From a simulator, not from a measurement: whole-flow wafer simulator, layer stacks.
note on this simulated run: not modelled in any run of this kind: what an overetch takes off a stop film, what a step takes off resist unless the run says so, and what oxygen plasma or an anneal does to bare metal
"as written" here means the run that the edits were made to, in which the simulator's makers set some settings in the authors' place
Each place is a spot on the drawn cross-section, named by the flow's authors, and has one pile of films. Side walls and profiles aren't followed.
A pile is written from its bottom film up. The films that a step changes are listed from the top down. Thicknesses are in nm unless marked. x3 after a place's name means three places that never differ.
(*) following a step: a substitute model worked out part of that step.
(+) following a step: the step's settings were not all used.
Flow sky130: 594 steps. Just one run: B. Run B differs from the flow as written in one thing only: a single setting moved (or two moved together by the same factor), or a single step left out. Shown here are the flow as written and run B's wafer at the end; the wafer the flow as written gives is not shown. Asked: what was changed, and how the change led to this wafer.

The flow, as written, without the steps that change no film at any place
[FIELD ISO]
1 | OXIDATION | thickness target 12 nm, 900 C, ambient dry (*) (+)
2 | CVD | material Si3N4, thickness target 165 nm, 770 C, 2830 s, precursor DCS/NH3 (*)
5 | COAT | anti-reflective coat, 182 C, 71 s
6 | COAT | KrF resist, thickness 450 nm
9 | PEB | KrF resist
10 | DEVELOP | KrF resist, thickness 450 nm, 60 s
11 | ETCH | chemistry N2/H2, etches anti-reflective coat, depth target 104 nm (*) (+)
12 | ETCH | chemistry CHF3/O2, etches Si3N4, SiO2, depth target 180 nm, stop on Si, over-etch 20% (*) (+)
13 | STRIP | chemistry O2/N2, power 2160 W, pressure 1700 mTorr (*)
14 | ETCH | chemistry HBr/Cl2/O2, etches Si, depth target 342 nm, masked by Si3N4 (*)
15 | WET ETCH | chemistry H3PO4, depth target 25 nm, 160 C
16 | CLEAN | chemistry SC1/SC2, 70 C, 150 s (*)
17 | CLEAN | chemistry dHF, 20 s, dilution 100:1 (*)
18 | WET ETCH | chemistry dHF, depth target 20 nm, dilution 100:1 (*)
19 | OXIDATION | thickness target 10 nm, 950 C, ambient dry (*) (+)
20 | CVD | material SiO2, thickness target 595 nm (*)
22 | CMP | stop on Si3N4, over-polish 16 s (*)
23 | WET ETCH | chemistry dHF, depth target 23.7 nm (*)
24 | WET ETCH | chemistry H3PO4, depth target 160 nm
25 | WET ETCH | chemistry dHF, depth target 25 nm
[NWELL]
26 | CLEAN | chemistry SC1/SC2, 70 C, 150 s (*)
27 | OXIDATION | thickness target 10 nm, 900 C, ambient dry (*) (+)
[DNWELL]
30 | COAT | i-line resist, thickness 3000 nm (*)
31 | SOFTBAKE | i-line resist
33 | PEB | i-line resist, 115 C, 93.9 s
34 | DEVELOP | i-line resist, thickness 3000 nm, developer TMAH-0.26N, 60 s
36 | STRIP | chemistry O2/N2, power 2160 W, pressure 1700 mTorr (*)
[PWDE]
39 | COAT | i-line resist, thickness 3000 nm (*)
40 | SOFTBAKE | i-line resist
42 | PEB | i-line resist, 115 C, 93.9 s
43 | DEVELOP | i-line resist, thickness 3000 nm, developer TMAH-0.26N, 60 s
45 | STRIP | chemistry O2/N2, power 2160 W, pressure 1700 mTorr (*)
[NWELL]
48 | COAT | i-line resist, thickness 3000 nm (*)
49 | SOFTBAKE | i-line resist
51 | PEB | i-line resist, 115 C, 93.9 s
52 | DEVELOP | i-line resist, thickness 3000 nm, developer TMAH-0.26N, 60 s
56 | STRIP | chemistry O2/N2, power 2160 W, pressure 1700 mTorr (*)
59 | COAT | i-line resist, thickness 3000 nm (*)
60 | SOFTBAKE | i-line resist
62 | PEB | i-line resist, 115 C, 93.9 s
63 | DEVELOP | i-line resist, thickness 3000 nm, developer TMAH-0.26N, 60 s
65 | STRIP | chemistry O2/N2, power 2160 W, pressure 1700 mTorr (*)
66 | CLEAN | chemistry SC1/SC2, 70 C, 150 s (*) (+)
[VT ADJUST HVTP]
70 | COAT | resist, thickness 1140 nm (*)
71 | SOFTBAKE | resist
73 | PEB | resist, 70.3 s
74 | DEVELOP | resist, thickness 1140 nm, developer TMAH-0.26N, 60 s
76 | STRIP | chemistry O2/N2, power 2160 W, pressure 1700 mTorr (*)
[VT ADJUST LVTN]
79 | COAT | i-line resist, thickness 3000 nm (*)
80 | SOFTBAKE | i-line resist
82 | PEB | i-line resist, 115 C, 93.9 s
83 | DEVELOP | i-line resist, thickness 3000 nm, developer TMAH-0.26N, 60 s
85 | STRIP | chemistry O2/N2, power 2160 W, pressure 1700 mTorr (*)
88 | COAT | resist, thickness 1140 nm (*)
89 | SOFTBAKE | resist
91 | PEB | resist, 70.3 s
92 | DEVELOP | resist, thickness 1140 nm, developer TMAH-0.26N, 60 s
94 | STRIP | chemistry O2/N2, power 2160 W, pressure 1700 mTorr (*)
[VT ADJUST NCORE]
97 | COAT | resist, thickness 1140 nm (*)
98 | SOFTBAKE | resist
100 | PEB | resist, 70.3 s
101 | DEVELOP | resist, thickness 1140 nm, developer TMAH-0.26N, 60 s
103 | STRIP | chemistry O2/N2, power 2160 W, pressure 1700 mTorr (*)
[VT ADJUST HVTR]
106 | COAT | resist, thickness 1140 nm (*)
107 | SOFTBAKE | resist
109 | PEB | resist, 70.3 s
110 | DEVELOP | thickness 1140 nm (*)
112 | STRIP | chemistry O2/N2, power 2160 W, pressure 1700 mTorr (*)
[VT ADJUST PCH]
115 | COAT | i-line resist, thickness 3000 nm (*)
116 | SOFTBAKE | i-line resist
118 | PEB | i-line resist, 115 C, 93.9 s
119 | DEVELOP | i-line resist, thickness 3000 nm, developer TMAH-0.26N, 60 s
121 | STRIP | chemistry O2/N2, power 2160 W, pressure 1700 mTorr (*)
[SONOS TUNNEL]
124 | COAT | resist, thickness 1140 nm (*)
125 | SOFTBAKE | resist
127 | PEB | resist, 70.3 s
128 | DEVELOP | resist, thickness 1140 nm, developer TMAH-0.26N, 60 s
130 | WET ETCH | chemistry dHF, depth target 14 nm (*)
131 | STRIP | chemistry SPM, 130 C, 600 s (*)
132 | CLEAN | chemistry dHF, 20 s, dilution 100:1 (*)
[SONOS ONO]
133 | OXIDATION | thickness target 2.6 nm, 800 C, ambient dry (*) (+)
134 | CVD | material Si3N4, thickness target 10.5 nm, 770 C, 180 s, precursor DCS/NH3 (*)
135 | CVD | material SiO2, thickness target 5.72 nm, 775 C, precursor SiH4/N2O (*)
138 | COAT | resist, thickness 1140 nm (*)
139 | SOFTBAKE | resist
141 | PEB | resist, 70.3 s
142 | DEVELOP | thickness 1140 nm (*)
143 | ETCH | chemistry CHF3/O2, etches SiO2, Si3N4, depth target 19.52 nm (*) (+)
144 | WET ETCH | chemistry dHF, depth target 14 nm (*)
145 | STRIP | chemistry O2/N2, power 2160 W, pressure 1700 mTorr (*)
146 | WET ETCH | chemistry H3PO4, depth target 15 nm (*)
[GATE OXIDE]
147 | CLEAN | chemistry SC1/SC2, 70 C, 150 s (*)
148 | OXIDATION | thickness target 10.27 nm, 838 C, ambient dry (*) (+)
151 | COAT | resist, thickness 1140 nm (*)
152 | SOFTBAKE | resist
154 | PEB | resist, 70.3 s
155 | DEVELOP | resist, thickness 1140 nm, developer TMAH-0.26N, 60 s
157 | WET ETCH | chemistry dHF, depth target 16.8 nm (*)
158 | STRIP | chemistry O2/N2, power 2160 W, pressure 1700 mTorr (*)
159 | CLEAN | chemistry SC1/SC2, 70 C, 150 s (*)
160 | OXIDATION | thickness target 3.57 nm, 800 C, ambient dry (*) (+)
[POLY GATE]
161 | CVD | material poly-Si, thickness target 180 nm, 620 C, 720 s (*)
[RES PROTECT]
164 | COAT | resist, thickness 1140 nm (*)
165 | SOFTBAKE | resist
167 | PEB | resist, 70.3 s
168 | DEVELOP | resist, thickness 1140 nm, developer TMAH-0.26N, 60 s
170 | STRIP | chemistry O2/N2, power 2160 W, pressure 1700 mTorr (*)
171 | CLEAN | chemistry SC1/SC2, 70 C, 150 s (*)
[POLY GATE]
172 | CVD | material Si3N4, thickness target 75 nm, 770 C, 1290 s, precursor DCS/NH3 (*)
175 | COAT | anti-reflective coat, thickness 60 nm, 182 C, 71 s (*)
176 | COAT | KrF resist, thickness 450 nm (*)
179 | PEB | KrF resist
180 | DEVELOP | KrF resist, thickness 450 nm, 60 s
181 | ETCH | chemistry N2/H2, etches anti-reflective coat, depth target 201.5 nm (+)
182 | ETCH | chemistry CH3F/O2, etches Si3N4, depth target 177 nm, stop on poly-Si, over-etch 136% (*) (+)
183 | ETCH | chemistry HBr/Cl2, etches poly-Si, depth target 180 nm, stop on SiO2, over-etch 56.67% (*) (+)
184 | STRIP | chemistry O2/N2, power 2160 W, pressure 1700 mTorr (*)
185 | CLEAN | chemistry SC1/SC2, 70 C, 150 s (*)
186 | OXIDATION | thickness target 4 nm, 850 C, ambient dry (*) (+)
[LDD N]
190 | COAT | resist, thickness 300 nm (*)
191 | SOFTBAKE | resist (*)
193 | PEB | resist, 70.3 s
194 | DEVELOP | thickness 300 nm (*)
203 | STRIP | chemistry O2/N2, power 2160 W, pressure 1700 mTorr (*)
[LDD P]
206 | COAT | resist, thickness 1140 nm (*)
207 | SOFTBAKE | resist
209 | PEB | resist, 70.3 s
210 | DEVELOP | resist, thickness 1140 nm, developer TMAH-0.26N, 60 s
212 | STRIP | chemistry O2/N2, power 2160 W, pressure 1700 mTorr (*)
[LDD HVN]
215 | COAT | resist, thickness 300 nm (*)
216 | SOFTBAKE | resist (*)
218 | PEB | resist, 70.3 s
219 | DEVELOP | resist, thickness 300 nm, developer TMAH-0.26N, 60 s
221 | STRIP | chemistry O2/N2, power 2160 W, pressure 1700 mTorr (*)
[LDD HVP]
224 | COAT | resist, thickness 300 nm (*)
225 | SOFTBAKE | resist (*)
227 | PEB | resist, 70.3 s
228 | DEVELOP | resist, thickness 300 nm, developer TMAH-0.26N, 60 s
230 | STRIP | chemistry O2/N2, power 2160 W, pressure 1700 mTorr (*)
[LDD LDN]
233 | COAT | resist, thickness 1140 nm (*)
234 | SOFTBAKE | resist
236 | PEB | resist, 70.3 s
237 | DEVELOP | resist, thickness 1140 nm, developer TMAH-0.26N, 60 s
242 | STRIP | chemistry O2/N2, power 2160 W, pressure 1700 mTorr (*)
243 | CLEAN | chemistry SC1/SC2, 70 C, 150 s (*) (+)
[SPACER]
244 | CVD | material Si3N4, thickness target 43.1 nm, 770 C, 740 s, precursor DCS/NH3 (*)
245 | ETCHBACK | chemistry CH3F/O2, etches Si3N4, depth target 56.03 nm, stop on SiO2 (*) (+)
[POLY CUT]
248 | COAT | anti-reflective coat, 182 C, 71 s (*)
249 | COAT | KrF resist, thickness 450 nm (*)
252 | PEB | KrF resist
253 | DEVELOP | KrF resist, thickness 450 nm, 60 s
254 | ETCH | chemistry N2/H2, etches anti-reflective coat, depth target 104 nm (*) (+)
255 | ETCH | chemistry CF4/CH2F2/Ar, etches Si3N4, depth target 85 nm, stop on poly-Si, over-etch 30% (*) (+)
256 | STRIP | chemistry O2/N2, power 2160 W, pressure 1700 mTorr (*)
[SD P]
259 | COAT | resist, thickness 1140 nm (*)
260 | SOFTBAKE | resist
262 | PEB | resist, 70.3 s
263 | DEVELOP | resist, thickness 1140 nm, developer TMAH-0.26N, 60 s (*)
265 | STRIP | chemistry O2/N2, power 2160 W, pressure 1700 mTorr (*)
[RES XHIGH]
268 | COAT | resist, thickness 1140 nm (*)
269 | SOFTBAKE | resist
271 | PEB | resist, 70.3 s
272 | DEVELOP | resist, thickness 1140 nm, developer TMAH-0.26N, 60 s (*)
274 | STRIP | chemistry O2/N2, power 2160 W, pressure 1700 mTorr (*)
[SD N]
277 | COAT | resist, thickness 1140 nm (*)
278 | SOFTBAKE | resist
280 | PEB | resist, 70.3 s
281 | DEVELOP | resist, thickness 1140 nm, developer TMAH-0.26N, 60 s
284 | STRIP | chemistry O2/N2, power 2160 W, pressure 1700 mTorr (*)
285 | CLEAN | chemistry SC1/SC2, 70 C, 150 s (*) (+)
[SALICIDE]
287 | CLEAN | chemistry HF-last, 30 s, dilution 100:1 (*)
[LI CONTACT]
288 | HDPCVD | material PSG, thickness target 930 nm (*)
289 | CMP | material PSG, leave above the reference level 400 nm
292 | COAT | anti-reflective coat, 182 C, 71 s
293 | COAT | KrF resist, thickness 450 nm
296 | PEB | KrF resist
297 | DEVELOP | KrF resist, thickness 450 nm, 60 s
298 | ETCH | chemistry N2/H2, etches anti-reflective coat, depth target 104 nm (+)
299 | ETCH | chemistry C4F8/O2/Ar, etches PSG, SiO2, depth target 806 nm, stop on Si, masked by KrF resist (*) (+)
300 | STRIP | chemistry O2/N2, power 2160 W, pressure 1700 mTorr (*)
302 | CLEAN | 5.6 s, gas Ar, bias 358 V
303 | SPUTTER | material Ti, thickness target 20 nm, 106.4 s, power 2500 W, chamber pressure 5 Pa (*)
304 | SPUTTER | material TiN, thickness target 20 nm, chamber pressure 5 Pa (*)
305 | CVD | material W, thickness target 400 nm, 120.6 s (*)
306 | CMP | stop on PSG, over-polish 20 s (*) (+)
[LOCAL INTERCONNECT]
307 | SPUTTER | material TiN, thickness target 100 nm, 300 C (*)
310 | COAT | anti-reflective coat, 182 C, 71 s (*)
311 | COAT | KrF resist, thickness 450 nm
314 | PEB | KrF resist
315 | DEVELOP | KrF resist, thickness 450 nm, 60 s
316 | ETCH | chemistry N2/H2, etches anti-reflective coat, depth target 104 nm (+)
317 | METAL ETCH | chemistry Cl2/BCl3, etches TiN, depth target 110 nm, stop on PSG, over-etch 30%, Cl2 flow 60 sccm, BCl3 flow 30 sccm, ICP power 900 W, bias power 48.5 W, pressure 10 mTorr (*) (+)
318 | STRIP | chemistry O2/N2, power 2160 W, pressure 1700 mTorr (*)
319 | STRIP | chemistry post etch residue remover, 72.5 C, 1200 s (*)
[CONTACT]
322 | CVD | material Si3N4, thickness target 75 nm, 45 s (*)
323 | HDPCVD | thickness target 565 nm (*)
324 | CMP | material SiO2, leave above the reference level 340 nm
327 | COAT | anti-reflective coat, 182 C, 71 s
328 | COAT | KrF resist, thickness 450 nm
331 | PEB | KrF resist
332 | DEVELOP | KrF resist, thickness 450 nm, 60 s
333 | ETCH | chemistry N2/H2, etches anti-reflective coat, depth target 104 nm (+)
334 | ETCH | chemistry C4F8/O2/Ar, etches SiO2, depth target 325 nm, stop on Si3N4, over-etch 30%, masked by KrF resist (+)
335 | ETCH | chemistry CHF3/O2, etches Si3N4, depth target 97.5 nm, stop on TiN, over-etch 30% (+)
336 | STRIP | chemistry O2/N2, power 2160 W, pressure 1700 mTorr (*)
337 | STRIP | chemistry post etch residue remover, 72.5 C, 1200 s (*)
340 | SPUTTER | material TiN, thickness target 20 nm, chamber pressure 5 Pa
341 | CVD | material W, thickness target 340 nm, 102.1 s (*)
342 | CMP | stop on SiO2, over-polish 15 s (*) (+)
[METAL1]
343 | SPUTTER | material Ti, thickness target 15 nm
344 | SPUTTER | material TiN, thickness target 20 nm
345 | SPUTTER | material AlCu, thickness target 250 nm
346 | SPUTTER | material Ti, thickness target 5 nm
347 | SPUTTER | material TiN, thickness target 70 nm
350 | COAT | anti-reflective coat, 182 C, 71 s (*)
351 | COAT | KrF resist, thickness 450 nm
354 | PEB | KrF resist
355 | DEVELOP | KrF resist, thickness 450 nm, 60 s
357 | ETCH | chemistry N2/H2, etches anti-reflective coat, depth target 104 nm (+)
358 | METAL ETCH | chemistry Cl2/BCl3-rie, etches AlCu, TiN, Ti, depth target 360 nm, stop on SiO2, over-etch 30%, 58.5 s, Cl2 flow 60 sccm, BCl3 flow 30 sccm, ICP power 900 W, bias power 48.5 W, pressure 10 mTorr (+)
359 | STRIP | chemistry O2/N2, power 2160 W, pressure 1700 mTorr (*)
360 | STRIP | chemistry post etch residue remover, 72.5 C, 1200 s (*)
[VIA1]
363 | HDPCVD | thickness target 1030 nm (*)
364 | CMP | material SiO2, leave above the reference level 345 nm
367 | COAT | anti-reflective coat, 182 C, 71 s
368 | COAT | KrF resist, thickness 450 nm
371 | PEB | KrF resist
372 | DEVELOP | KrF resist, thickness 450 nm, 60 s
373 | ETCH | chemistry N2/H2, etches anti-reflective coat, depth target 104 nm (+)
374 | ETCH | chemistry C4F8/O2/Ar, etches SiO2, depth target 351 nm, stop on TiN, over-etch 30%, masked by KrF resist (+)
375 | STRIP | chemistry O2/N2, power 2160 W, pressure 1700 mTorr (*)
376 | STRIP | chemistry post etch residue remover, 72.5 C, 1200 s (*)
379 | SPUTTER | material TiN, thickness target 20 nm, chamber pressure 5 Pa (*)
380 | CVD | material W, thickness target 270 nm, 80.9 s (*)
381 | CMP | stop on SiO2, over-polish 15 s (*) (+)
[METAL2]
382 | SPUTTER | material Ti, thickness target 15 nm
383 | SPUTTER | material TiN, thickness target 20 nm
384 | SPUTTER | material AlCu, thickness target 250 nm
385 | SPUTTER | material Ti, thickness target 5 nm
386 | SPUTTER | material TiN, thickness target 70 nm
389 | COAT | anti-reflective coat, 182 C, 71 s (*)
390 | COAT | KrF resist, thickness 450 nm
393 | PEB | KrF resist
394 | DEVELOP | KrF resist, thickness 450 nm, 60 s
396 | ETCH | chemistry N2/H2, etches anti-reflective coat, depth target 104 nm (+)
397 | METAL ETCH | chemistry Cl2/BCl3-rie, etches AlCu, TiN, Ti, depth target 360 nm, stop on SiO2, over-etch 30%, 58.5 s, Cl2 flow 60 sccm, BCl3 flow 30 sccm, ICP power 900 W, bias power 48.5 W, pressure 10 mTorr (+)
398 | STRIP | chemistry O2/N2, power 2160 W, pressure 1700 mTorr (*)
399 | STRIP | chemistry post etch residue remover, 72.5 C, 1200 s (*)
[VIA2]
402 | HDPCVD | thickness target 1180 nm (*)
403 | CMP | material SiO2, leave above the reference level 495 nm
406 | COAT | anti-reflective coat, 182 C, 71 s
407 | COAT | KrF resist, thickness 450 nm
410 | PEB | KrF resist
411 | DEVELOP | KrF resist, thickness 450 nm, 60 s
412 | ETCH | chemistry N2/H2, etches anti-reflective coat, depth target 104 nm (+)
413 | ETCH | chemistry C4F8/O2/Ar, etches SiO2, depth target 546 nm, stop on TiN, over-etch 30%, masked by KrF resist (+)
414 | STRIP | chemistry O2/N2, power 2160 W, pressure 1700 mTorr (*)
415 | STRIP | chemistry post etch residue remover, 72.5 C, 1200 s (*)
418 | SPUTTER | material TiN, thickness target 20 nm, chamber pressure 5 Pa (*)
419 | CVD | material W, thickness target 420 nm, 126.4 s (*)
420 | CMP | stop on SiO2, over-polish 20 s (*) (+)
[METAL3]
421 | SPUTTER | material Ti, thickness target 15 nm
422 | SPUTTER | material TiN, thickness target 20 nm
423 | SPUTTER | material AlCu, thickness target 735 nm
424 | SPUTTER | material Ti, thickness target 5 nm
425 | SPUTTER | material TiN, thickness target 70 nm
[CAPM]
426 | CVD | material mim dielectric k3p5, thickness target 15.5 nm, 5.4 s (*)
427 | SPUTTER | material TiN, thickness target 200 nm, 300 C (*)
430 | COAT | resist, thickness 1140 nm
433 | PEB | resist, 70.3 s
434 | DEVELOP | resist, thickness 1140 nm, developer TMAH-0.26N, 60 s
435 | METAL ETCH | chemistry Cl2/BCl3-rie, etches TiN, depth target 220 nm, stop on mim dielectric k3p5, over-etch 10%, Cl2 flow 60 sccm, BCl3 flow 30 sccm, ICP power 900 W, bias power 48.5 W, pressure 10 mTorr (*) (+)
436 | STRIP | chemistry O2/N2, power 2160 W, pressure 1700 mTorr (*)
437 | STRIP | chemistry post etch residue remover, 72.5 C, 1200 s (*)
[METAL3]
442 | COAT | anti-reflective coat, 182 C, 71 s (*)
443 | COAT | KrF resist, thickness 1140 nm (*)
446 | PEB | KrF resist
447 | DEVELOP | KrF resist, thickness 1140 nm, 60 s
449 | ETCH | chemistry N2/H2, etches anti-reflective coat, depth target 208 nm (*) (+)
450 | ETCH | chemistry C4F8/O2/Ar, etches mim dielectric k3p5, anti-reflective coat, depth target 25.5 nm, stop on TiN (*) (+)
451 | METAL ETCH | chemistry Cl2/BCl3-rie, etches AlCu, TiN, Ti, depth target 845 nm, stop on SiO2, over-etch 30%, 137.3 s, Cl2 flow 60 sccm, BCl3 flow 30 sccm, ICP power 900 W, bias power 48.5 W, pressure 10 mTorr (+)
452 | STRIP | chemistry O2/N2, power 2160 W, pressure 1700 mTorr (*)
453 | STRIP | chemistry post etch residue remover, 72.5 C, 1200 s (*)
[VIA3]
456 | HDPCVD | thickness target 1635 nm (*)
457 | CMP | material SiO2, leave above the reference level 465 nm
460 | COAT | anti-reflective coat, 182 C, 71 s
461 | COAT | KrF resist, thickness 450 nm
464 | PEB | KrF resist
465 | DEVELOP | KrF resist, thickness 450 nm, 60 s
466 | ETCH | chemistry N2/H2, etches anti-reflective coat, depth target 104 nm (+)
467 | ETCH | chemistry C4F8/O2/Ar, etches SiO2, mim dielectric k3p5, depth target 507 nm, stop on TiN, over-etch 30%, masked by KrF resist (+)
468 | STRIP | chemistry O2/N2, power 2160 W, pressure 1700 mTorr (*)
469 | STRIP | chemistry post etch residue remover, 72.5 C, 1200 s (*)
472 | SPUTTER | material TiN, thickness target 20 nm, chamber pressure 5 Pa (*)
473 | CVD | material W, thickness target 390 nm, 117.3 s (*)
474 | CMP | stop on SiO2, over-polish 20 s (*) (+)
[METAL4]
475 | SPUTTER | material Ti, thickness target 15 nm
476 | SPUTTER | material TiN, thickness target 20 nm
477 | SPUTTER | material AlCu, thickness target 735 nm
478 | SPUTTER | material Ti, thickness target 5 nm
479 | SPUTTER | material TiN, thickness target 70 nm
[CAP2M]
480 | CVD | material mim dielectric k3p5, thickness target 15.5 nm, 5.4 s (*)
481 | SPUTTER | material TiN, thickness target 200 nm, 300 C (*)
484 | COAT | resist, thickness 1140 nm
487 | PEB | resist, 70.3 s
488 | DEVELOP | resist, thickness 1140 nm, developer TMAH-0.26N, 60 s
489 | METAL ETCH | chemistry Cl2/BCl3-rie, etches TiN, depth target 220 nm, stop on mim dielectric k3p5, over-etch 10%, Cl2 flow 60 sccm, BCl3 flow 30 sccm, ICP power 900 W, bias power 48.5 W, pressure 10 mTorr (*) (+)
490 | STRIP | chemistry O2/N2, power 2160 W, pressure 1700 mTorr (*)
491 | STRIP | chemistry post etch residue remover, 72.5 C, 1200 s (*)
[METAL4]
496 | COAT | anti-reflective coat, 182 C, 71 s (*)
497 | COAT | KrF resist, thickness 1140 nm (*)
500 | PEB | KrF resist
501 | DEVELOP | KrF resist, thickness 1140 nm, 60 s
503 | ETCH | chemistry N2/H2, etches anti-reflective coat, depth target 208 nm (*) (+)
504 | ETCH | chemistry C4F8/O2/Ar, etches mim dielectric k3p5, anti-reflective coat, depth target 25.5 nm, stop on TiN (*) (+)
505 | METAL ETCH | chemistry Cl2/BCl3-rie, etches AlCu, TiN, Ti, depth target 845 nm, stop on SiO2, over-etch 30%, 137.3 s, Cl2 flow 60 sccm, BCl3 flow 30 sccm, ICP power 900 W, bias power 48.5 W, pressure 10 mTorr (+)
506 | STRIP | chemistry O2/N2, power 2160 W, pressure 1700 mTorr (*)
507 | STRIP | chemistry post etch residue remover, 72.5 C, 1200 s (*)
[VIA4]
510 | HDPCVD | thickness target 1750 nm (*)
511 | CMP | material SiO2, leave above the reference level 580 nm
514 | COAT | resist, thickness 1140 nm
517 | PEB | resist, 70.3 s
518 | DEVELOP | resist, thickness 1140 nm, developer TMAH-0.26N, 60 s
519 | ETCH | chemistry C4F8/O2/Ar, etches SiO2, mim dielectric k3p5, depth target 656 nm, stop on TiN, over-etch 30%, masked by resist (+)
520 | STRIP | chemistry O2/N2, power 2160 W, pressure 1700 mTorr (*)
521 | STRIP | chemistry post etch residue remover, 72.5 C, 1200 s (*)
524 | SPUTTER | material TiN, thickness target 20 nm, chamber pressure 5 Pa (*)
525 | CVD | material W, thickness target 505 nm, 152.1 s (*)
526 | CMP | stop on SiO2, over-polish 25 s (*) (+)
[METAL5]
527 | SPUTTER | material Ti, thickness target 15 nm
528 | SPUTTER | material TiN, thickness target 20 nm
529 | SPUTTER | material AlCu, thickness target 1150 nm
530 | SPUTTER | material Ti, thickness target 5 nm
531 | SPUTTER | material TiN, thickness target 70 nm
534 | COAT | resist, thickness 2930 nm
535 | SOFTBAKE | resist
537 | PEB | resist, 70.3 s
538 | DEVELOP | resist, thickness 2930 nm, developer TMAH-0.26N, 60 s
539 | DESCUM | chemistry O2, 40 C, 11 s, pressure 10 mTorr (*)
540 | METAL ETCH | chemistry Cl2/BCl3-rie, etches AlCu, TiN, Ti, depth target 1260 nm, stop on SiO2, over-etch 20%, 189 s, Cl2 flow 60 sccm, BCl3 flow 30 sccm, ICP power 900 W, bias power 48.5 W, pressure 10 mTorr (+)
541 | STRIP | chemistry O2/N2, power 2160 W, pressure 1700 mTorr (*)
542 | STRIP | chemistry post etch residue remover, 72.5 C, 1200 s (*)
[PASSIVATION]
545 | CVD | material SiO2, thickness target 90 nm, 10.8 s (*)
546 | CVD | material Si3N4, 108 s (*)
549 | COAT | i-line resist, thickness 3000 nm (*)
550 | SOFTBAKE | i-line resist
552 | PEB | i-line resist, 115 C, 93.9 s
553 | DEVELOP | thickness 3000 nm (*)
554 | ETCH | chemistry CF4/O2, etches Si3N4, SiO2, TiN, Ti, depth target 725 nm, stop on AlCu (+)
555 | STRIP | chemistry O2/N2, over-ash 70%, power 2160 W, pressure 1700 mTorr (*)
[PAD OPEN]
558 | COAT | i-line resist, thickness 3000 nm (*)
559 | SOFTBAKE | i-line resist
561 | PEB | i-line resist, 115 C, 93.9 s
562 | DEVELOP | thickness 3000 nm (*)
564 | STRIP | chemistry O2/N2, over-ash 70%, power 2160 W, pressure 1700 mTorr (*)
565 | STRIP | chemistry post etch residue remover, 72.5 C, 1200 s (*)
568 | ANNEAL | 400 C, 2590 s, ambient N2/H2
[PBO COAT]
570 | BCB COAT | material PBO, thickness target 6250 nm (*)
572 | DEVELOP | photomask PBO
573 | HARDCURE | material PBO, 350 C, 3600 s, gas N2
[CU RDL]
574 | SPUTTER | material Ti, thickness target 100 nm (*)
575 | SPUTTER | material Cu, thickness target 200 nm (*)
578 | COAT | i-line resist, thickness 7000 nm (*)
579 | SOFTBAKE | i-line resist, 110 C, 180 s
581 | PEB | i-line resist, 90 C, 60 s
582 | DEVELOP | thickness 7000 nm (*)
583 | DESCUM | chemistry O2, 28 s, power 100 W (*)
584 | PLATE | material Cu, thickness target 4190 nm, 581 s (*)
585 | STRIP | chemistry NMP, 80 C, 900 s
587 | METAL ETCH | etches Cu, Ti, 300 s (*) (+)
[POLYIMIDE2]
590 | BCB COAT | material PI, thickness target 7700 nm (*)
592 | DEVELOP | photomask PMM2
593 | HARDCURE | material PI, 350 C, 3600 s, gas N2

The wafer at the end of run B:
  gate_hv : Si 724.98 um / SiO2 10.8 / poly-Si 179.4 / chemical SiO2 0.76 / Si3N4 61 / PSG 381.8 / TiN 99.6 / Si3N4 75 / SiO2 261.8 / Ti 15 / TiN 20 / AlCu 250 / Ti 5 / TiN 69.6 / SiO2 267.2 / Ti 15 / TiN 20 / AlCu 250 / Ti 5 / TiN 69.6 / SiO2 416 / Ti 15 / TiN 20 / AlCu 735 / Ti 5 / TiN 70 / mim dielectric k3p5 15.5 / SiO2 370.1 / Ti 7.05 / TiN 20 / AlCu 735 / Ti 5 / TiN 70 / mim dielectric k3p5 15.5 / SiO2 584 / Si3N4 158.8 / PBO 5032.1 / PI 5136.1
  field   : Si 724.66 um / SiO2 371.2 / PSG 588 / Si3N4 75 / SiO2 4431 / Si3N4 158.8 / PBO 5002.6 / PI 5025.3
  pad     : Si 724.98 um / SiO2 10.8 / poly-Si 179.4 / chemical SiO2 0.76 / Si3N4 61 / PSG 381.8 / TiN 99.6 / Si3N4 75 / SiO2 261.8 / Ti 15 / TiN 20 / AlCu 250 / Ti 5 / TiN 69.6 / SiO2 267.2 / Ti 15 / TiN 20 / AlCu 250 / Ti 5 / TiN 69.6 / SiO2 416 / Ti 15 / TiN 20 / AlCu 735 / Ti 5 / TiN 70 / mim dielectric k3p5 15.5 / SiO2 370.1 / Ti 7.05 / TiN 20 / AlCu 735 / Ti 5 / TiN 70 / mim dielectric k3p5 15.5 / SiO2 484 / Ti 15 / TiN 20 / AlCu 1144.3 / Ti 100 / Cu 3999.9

The reason: step 475, SPUTTER: thickness target 7.05 nm was run, whereas the flow has thickness target 15 nm.
One can read it off the wafer: gate_hv has Ti 7.05, and step 475 as written asks for 15 nm.

Step by step, how the change led to this:
  475 | SPUTTER | material Ti, thickness target 15 nm
      field, active, n_well and 189 more: Ti gains 7.05 (new film) (as written it would have been: Ti gains 15 (new film))
  505 | METAL ETCH | chemistry Cl2/BCl3-rie, etches AlCu, TiN, Ti, depth target 845 nm, stop on SiO2, over-etch 30%, 137.3 s, Cl2 flow 60 sccm, BCl3 flow 30 sccm, ICP power 900 W, bias power 48.5 W, pressure 10 mTorr (+)
      field, gate, spacer and 68 more: TiN loses 70 (all of it), Ti loses 5 (all of it), AlCu loses 735 (all of it), TiN loses 20 (all of it), Ti loses 7.05 (all of it), SiO2 loses 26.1 (as written it would have been: TiN loses 70 (all of it), Ti loses 5 (all of it), AlCu loses 735 (all of it), TiN loses 20 (all of it), Ti loses 15 (all of it), SiO2 loses 25.4)
      active, vpp_iso1, mim_edge_plate and 14 more: TiN loses 70 (all of it), Ti loses 5 (all of it), AlCu loses 735 (all of it), TiN loses 20 (all of it), Ti loses 7.05 (all of it), SiO2 loses 26.1 (as written it would have been: TiN loses 70 (all of it), Ti loses 5 (all of it), AlCu loses 735 (all of it), TiN loses 20 (all of it), Ti loses 15 (all of it), SiO2 loses 25.3)
